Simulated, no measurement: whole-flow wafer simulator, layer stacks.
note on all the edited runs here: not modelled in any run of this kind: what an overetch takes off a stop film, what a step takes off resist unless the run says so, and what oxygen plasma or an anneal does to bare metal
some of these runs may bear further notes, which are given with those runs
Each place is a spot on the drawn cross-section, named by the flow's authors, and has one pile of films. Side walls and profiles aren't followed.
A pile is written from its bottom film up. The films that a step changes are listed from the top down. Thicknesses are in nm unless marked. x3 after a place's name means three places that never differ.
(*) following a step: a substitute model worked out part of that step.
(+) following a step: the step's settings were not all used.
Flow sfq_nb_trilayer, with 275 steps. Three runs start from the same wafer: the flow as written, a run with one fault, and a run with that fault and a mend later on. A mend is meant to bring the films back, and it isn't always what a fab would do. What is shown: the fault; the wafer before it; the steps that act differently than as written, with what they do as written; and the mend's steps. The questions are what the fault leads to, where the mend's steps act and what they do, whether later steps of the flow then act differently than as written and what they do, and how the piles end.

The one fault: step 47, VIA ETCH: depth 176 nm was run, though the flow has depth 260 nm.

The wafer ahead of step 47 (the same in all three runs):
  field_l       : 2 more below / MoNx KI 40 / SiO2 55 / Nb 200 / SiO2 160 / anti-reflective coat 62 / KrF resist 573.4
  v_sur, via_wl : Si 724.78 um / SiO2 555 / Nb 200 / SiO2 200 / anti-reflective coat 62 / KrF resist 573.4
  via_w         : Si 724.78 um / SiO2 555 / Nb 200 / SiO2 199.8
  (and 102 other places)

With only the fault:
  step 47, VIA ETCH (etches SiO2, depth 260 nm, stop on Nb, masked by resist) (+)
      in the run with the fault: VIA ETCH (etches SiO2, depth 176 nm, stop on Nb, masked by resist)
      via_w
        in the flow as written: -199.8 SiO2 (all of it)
        in the run with the fault: -176 SiO2
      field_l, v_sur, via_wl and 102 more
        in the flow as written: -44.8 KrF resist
        in the run with the fault: -30.3 KrF resist
  Steps later in the flow that act otherwise than as written (not shown: 3 more steps that differ only slightly, by at most 2% or 0.5 nm, whichever is larger):
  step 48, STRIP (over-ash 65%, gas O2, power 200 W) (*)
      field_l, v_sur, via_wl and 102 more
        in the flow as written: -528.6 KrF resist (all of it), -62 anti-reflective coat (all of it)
        in the run with the fault: -543.1 KrF resist (all of it), -62 anti-reflective coat (all of it)
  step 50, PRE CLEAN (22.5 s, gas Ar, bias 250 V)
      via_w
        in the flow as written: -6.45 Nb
        in the run with the fault: -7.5 SiO2
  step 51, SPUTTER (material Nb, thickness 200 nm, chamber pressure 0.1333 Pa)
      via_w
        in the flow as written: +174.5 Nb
        in the run with the fault: +179.2 Nb (new film)
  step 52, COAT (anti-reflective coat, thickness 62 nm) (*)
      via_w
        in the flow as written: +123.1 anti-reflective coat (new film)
        in the run with the fault: +116.6 anti-reflective coat (new film)
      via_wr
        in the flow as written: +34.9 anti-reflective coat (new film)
        in the run with the fault: +33.7 anti-reflective coat (new film)
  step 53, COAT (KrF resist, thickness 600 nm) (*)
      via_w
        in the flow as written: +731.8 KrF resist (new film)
        in the run with the fault: +714 KrF resist (new film)
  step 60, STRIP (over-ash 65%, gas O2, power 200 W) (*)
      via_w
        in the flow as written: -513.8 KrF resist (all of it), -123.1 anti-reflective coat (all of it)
        in the run with the fault: -496.1 KrF resist (all of it), -116.6 anti-reflective coat (all of it)
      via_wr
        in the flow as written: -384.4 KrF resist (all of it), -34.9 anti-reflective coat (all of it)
        in the run with the fault: -388.1 KrF resist (all of it), -33.7 anti-reflective coat (all of it)
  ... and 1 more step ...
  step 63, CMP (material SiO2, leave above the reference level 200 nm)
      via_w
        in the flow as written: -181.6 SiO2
        in the run with the fault: -157.1 SiO2
  The piles end different from the flow's at via_w by more than 2% or 0.5 nm, whichever is larger.
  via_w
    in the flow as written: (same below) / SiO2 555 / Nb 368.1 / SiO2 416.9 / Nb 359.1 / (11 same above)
    in the run with the fault: (same below) / SiO2 555 / Nb 200 / SiO2 16.3 / Nb 179.2 / SiO2 389.4 / Nb 359.1 / (11 same above)

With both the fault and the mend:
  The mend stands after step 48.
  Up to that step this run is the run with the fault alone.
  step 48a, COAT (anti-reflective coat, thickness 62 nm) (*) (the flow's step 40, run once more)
      p4_fl x3, p4_w1 x9, p4_g1 x2 and 63 more
        +62 anti-reflective coat (new film)
      sp_r, be_r, r_sur and 11 more
        +61.8 anti-reflective coat (new film)
      gap, jj_sur, ce_l, c5j, ce_r
        +61.7 anti-reflective coat (new film)
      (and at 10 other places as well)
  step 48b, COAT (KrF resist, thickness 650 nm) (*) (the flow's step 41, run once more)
      p4_fl x3, p4_w1 x9, p4_g1 x2 and 63 more
        +650 KrF resist (new film)
      res, r_end, moat, field_r, lsp_l, l0_sur, l0v
        +649.5 KrF resist (new film)
      ln_m5, lsp_m, ln_m6, lsp_r
        +649.6 KrF resist (new film)
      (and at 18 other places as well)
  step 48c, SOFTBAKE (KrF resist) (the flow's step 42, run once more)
      does not change any film at any place that is followed
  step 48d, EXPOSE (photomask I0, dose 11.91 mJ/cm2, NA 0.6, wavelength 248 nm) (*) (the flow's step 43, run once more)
      does not change any film at any place that is followed
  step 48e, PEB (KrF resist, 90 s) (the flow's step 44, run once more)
      gap, jj_sur, ce_l and 93 more
        -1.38 KrF resist
      via_v, wire, be, be_sur
        -1.37 KrF resist
      field_l, via_sp
        -1.36 KrF resist
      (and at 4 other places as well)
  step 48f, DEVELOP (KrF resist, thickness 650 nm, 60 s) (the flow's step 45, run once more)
      field_l, v_sur, via_wl and 102 more
        -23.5 KrF resist
      via_w
        -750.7 KrF resist (all of it)
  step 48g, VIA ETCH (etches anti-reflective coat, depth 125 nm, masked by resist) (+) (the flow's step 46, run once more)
      field_l, v_sur, via_wl and 102 more
        -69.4 KrF resist
      via_w
        -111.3 anti-reflective coat (all of it)
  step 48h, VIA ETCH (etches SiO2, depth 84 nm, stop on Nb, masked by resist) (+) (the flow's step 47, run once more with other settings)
      field_l, v_sur, via_wl and 102 more
        -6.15 KrF resist
      via_w
        -23.8 SiO2 (all of it)
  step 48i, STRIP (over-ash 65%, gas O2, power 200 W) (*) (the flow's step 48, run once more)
      p4_fl x3, p4_w1 x9, p4_g1 x2 and 63 more
        -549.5 KrF resist (all of it), -62 anti-reflective coat (all of it)
      res, r_end, moat, field_r, l0_sur, l0v
        -549 KrF resist (all of it), -61.8 anti-reflective coat (all of it)
      lsp_l, ln_m5, lsp_m, ln_m6, lsp_r
        -549.1 KrF resist (all of it), -61.8 anti-reflective coat (all of it)
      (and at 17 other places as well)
  Every later step of the flow that is run acts as written, at every place that is followed, to within 2% or 0.5 nm, whichever is larger.
  When the end is reached, the piles differ only a little from the flow's at the places that both follow, at most by 2% or 0.5 nm, whichever is larger.
